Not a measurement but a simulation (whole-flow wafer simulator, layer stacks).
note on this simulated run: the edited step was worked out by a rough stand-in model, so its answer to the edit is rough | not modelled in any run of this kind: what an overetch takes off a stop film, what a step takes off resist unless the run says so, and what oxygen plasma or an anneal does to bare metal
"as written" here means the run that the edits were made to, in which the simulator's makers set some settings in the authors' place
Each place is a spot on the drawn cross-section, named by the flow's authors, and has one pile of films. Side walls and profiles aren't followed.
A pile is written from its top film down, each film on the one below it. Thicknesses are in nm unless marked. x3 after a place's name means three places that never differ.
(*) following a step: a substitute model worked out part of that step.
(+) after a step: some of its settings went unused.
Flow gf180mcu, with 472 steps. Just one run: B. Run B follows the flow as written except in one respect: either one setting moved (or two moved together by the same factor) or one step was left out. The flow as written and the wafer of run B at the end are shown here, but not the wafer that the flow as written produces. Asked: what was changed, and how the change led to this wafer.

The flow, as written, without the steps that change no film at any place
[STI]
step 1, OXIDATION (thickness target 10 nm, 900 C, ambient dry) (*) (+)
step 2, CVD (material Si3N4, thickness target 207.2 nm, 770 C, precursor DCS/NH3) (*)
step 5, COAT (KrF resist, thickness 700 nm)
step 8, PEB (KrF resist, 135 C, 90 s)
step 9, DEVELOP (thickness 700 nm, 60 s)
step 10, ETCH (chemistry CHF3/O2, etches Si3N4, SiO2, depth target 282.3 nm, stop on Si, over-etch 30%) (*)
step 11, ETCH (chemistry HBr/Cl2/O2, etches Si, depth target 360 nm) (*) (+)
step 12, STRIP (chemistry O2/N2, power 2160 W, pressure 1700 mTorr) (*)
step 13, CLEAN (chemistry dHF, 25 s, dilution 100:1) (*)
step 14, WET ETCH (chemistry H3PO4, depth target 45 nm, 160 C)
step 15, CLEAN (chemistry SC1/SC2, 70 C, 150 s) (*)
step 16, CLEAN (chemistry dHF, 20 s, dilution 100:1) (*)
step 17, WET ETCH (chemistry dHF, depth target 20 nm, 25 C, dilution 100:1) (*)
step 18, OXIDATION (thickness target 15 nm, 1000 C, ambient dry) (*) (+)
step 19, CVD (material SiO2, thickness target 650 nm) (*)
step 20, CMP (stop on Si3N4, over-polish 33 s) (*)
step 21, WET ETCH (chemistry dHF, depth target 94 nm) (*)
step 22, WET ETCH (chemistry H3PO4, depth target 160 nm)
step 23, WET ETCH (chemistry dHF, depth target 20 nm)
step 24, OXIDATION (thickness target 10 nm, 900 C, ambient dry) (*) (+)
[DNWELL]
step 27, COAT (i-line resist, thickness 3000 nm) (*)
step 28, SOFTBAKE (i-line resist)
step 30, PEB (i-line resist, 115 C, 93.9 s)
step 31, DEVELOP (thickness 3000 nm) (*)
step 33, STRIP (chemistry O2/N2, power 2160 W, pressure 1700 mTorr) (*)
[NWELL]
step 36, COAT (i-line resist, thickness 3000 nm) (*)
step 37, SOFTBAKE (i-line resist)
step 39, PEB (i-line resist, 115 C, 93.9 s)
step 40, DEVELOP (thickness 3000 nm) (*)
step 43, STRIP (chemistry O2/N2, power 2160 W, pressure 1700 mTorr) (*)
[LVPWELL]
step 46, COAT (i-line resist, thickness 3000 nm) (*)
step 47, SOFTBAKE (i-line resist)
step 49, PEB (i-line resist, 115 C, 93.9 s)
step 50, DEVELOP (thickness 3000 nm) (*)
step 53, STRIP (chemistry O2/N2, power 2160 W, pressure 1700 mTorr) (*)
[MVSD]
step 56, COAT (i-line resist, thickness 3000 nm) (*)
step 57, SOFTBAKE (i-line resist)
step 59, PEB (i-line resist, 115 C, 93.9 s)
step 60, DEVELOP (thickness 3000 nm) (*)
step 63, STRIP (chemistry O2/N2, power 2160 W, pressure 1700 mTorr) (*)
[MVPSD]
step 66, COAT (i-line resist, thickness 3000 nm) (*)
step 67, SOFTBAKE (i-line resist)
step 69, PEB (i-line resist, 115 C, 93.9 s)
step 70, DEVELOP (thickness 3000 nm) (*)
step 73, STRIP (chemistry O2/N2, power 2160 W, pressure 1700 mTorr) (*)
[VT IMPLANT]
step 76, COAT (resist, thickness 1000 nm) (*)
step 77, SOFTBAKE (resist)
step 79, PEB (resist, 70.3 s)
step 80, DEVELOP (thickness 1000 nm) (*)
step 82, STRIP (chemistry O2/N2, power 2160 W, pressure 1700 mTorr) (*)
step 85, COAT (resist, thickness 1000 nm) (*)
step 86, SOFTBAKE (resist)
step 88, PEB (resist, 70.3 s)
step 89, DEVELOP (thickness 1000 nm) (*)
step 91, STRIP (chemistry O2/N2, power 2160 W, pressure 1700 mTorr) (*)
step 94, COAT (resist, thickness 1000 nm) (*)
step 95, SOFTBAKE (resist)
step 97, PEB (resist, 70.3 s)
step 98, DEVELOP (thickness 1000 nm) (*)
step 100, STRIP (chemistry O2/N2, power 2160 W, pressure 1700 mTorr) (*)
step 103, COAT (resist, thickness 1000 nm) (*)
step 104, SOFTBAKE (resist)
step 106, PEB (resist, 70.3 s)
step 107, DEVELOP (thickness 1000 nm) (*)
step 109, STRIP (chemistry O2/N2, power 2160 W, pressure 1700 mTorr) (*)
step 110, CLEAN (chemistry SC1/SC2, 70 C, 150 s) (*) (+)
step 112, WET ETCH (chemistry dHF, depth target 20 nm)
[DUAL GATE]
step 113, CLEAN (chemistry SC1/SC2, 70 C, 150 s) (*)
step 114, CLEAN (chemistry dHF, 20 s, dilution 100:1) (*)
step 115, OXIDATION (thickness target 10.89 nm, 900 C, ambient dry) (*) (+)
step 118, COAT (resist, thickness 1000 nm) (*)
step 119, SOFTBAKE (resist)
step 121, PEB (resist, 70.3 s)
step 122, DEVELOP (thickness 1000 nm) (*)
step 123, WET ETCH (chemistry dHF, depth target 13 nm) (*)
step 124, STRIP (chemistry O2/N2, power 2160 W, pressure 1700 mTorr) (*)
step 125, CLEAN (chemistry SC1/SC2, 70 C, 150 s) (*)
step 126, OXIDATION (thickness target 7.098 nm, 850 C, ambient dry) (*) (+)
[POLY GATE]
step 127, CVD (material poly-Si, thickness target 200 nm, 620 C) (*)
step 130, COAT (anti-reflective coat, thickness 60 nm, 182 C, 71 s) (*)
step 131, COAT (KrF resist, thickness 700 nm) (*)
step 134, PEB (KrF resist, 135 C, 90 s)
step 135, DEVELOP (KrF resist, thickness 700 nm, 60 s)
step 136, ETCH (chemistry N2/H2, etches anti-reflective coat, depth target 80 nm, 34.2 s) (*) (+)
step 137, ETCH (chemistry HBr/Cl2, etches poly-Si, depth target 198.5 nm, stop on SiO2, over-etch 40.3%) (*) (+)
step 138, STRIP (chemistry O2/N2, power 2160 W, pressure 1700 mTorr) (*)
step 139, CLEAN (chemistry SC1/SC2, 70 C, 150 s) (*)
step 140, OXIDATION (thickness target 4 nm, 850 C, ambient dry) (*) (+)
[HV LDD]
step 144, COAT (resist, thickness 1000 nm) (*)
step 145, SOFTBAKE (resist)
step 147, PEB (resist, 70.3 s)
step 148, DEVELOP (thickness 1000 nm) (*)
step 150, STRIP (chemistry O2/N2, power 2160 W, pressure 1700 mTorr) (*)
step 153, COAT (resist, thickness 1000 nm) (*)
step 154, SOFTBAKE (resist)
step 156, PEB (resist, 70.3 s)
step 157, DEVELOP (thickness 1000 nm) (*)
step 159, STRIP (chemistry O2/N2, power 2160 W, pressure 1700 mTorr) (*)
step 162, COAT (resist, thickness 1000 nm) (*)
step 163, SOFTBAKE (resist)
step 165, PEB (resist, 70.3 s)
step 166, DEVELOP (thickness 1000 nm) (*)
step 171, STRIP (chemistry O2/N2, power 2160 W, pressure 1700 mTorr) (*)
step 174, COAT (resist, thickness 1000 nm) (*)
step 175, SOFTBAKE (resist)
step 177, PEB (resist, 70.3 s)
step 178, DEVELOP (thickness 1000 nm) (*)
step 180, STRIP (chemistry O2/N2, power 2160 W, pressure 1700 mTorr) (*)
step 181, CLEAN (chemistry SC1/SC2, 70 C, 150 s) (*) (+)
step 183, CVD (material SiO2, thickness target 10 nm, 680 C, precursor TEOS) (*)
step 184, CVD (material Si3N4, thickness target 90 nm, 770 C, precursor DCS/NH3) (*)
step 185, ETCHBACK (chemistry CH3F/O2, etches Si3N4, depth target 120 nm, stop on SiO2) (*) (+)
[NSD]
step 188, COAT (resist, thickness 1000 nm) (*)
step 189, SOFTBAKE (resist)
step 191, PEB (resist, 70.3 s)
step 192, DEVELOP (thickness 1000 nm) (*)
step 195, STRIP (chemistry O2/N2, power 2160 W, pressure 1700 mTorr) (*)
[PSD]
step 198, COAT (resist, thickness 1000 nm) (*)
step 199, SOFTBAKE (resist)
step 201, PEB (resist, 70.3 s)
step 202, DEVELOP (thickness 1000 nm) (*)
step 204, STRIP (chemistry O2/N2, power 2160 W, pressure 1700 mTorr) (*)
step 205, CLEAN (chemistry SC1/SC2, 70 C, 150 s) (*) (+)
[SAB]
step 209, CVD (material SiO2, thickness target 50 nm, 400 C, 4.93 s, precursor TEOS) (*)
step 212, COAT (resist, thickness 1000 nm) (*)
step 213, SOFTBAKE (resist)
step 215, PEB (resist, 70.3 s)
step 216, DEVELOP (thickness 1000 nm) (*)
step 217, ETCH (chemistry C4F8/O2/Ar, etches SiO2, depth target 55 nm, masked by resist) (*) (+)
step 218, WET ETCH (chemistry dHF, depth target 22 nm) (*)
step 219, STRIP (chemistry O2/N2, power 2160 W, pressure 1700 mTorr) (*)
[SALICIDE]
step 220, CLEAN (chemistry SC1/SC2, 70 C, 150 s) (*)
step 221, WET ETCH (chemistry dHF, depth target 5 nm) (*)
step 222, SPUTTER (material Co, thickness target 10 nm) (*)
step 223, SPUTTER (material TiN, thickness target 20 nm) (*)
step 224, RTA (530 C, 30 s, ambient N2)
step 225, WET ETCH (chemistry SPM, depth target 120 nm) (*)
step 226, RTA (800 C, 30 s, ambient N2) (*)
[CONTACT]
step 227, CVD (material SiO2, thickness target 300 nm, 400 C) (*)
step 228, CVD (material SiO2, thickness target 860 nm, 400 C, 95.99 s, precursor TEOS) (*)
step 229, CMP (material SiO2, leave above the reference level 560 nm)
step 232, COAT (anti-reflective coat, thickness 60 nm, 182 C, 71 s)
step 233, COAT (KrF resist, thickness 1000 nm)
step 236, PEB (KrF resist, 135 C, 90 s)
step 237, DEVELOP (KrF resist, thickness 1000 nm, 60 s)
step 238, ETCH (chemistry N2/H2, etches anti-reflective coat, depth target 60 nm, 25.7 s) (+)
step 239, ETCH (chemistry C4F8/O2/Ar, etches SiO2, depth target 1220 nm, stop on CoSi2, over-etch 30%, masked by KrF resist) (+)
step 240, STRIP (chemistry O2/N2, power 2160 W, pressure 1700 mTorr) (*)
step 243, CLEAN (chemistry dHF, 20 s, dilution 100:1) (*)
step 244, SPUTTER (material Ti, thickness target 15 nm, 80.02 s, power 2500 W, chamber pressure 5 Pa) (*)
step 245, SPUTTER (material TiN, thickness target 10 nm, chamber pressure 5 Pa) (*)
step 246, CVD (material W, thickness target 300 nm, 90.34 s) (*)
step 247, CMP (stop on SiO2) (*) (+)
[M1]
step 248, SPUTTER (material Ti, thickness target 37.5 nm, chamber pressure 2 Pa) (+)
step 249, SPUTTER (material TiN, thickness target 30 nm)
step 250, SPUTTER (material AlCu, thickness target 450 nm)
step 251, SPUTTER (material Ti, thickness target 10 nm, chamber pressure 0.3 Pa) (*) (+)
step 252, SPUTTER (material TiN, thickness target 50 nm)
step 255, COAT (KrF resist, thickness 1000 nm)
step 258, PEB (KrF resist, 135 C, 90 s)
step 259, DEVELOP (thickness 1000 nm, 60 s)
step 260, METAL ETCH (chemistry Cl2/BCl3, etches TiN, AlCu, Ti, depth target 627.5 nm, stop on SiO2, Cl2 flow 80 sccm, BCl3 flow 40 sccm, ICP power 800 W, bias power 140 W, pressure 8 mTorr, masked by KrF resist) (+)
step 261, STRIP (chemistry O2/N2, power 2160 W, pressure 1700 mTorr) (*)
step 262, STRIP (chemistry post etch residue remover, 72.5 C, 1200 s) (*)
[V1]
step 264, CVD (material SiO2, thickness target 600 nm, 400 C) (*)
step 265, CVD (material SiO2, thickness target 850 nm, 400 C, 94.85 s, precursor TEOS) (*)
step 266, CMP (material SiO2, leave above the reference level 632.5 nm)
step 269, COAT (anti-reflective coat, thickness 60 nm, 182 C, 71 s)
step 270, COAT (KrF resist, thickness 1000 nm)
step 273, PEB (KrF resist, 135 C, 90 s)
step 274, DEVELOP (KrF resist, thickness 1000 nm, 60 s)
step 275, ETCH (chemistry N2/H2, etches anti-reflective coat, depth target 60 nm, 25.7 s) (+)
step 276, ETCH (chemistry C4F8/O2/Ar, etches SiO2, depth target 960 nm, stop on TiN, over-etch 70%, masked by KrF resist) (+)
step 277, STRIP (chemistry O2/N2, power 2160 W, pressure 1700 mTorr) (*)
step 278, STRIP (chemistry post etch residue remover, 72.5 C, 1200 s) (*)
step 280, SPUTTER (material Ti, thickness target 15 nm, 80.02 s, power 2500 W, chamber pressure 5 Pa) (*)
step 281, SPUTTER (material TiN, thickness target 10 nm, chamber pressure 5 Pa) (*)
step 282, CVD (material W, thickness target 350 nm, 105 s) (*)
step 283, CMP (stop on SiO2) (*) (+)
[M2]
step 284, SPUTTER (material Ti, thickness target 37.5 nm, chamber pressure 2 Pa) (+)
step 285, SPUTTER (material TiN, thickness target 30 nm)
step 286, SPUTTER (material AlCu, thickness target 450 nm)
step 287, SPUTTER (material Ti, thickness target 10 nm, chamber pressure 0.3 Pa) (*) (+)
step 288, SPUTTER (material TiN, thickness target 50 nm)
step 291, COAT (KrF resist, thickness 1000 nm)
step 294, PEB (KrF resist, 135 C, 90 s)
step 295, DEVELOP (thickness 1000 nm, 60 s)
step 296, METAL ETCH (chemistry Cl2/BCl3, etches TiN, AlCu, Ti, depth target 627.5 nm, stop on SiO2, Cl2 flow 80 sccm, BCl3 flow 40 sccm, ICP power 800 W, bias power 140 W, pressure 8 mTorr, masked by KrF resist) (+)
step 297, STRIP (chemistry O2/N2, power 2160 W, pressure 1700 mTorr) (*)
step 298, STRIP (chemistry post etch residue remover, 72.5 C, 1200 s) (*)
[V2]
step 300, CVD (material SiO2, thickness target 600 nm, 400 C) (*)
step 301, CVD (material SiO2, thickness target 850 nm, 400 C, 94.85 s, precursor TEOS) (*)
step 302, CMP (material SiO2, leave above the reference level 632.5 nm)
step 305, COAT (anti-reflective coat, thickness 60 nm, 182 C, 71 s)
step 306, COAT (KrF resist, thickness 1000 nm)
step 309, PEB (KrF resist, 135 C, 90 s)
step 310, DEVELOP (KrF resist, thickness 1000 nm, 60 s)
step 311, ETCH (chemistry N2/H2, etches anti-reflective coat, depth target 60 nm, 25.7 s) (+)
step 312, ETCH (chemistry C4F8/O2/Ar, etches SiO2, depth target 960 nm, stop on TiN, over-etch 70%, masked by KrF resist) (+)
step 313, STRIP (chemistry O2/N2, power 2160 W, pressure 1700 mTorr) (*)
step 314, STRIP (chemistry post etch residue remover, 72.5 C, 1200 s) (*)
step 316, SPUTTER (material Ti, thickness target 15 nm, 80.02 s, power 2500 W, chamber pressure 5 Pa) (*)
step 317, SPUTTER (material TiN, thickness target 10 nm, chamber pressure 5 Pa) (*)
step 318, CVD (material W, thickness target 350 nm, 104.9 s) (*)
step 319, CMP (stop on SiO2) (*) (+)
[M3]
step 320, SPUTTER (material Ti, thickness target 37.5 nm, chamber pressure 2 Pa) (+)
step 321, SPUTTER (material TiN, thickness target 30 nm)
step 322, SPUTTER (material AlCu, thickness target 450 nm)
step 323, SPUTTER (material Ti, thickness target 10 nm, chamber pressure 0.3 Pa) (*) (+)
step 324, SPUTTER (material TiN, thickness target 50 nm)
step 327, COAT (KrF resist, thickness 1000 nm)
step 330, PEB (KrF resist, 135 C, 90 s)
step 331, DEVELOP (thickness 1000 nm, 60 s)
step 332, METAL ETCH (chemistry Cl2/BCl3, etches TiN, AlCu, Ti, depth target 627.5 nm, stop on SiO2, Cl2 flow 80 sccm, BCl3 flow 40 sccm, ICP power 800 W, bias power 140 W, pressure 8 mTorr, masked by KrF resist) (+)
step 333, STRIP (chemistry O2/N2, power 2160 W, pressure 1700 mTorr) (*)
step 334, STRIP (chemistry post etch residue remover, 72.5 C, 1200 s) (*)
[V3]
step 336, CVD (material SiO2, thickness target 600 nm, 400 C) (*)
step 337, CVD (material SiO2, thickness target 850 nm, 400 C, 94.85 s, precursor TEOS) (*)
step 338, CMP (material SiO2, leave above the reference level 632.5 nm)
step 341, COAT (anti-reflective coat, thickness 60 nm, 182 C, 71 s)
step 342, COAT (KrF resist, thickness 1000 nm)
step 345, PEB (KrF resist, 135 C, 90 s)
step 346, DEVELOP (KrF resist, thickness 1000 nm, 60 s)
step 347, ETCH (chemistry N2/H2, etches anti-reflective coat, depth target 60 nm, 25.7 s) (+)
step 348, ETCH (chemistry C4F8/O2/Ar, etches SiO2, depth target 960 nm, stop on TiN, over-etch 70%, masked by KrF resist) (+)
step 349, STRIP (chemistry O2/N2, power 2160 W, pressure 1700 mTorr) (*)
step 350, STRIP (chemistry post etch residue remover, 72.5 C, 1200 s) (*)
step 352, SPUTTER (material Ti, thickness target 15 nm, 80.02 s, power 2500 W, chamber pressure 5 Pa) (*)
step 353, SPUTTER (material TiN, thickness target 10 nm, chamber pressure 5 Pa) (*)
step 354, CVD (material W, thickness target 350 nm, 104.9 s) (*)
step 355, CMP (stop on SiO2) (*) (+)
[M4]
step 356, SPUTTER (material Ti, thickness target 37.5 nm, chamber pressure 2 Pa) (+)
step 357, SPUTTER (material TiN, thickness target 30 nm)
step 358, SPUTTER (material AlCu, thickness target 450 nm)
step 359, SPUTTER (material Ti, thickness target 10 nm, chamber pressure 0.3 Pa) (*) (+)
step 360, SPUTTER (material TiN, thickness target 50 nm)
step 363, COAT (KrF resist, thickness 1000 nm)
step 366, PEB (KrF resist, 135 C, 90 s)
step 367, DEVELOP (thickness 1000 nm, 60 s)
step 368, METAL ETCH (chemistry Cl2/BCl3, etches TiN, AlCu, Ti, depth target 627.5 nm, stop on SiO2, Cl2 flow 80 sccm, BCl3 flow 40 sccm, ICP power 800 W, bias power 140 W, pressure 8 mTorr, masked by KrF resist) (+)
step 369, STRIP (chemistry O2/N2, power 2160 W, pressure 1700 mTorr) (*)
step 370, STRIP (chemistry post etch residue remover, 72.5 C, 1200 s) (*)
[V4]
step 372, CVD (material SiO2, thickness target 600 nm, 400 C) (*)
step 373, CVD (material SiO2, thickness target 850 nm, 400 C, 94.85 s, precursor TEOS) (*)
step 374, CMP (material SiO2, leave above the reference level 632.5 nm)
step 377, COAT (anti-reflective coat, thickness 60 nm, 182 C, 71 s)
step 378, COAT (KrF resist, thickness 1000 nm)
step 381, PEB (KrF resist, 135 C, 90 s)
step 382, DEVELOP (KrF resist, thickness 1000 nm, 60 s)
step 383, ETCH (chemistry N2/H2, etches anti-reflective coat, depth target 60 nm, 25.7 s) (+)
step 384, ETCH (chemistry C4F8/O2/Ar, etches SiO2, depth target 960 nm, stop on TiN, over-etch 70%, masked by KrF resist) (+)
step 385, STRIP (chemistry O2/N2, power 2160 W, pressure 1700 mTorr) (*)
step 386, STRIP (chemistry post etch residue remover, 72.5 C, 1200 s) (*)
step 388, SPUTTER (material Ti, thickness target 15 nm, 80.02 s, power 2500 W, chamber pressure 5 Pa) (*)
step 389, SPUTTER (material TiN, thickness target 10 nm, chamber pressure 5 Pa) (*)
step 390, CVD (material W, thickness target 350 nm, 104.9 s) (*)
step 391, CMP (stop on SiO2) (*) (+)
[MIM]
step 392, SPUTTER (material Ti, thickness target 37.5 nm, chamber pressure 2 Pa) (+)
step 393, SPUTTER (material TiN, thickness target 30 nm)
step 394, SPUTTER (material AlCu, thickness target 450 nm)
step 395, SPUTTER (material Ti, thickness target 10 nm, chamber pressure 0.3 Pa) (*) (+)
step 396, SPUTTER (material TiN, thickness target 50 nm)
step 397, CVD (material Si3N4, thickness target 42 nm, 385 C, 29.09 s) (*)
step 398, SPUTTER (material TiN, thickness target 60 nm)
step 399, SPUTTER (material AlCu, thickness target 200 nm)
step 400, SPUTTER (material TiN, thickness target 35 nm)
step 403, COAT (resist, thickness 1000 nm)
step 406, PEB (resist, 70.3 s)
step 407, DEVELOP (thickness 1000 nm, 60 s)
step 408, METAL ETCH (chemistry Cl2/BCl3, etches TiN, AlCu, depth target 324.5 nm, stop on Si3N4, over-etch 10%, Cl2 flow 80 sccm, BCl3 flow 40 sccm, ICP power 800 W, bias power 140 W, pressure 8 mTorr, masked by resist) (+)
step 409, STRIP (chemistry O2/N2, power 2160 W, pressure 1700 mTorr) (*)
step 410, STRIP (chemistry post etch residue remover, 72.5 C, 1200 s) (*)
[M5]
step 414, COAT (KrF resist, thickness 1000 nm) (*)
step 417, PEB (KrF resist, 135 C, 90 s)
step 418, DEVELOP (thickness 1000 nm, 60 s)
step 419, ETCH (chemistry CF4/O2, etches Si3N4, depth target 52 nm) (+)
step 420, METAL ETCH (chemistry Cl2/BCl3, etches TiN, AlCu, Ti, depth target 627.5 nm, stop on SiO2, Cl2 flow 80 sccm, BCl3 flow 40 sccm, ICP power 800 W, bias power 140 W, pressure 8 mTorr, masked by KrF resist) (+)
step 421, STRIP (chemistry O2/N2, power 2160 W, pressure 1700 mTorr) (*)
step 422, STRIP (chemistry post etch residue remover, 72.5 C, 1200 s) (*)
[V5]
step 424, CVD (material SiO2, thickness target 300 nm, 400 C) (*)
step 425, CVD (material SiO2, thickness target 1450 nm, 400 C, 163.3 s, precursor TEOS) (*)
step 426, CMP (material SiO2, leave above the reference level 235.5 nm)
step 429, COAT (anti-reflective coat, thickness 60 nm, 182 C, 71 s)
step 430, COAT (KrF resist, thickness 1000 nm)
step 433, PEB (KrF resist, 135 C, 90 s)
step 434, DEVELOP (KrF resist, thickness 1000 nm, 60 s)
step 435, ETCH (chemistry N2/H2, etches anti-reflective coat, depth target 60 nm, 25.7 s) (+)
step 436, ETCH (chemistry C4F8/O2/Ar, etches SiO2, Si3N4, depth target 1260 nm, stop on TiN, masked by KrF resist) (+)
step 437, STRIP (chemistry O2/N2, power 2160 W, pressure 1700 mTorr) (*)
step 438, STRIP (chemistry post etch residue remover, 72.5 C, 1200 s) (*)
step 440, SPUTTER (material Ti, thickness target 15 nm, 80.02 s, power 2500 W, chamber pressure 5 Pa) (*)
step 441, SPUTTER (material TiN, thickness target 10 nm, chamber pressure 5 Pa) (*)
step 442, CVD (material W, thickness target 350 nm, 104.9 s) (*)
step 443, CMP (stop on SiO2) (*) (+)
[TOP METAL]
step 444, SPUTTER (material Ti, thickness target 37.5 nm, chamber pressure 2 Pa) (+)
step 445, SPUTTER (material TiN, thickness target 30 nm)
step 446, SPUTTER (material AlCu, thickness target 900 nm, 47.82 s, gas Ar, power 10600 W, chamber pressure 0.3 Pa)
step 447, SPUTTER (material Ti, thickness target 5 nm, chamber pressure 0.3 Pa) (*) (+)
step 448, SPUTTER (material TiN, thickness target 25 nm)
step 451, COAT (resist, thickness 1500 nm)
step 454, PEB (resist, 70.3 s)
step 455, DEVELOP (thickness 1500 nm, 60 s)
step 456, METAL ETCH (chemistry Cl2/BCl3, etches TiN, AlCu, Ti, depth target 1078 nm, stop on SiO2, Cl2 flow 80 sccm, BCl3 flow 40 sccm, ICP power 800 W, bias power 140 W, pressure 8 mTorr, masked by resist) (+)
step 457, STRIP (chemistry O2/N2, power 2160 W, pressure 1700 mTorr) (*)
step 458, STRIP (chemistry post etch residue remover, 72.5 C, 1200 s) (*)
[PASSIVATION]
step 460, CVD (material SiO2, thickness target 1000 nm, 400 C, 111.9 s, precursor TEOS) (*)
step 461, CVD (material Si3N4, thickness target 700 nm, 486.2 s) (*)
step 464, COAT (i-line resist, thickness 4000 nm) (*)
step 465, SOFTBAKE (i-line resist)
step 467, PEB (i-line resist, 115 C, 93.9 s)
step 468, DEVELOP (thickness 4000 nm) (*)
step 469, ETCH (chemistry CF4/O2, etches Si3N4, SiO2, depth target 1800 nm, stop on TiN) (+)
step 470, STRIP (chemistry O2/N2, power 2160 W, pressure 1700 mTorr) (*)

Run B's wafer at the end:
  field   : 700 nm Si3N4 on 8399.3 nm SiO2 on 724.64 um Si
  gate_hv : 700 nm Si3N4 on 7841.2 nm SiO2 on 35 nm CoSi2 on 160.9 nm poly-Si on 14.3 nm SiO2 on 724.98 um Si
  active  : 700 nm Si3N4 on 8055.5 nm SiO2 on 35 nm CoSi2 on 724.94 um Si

The reason: step 227, CVD: thickness target 472 nm was run, though the flow has thickness target 300 nm.

Step by step, how the change led to this:
  step 227, CVD (material SiO2, thickness target 300 nm, 400 C) (*)
      field, field__w1, field__w2 and 57 more: SiO2 gains 472 (it would be, as written: SiO2 gains 300)
      active, p_well, gate and 46 more: SiO2 gains 472 (new film) (it would be, as written: SiO2 gains 300 (new film))
      (and at 2 other places as well)
  step 228, CVD (material SiO2, thickness target 860 nm, 400 C, 95.99 s, precursor TEOS) (*)
      ld_drift_p: SiO2 gains 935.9 (it would be, as written: SiO2 gains 979.4)
      ld_drn_p: SiO2 gains 935.9 (it would be, as written: SiO2 gains 983.8)
  step 239, ETCH (chemistry C4F8/O2/Ar, etches SiO2, depth target 1220 nm, stop on CoSi2, over-etch 30%, masked by KrF resist) (+)
      field, field__w1, field__w2 and 105 more: KrF resist loses 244 (it would be, as written: KrF resist loses 223.5)
      polyc_n, polyc_p: SiO2 loses 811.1 (all of it) (it would be, as written: SiO2 loses 639.1 (all of it))
      (and at 1 other place as well)
  step 240, STRIP (chemistry O2/N2, power 2160 W, pressure 1700 mTorr) (*)
      field, field__w1, field__w2 and 105 more: KrF resist loses 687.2 (all of it), anti-reflective coat loses 60 (all of it) (it would be, as written: KrF resist loses 707.7 (all of it), anti-reflective coat loses 60 (all of it))
  step 244, SPUTTER (material Ti, thickness target 15 nm, 80.02 s, power 2500 W, chamber pressure 5 Pa) (*)
      contact: Ti gains 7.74 (new film) (it would be, as written: Ti gains 8.55 (new film))
  step 245, SPUTTER (material TiN, thickness target 10 nm, chamber pressure 5 Pa) (*)
      contact: TiN gains 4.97 (new film) (it would be, as written: TiN gains 5.48 (new film))
  step 246, CVD (material W, thickness target 300 nm, 90.34 s) (*)
      polyc_n, polyc_p: W gains 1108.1 (new film) (it would be, as written: W gains 936.1 (new film))
      contact: W gains 1340.8 (new film) (it would be, as written: W gains 1167.5 (new film))
